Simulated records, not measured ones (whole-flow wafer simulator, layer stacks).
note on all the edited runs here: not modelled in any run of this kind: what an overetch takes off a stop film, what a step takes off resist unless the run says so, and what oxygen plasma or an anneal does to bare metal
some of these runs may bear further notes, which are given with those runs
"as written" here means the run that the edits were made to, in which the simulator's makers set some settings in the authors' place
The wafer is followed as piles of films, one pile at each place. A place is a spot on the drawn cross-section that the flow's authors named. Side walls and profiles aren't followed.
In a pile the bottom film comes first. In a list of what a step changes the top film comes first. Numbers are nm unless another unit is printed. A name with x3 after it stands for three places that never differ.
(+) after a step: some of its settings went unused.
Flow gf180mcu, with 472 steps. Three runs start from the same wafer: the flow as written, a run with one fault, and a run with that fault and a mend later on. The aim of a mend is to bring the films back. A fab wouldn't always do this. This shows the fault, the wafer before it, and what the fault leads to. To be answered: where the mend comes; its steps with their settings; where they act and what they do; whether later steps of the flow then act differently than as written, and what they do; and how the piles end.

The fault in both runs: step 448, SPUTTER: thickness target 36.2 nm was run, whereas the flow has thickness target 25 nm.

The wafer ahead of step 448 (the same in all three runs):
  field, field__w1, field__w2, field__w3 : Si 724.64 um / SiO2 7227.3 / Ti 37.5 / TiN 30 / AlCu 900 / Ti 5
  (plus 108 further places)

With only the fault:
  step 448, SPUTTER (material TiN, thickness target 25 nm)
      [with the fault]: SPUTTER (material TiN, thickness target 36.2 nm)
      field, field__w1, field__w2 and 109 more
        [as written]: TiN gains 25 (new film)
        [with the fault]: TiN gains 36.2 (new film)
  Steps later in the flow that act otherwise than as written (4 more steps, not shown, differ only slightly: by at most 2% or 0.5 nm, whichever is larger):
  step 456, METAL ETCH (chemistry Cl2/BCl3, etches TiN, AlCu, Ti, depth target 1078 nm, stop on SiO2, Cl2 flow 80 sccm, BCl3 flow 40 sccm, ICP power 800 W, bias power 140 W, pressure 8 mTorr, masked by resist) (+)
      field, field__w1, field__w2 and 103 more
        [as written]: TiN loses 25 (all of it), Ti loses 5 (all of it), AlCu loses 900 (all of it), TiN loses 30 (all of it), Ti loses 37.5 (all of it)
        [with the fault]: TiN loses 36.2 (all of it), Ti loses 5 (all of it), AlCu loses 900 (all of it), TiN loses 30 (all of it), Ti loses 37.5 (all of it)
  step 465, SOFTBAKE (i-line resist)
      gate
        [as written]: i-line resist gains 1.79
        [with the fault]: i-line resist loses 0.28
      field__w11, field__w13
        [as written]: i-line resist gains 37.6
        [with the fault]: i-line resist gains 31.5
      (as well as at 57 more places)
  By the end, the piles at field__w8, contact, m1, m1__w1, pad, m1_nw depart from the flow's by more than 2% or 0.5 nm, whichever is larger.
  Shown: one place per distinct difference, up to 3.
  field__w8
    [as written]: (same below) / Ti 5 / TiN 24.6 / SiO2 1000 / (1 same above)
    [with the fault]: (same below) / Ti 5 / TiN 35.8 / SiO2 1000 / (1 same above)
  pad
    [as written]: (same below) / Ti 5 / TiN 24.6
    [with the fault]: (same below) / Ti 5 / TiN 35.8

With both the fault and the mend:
  The mend follows step 448.
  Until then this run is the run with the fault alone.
  step 448a, METAL ETCH (chemistry Cl2/BCl3, etches TiN, AlCu, Ti, depth target 11.2 nm, Cl2 flow 80 sccm, BCl3 flow 40 sccm, ICP power 800 W, bias power 140 W, pressure 8 mTorr) (a further turn of the flow's step 260, with different settings)
      field, field__w1, field__w2 and 109 more
        TiN loses 11.2
  None of the later steps of the flow acts differently than as written at any place that is followed.
  At every place that both follow, the piles at the end match the flow's.
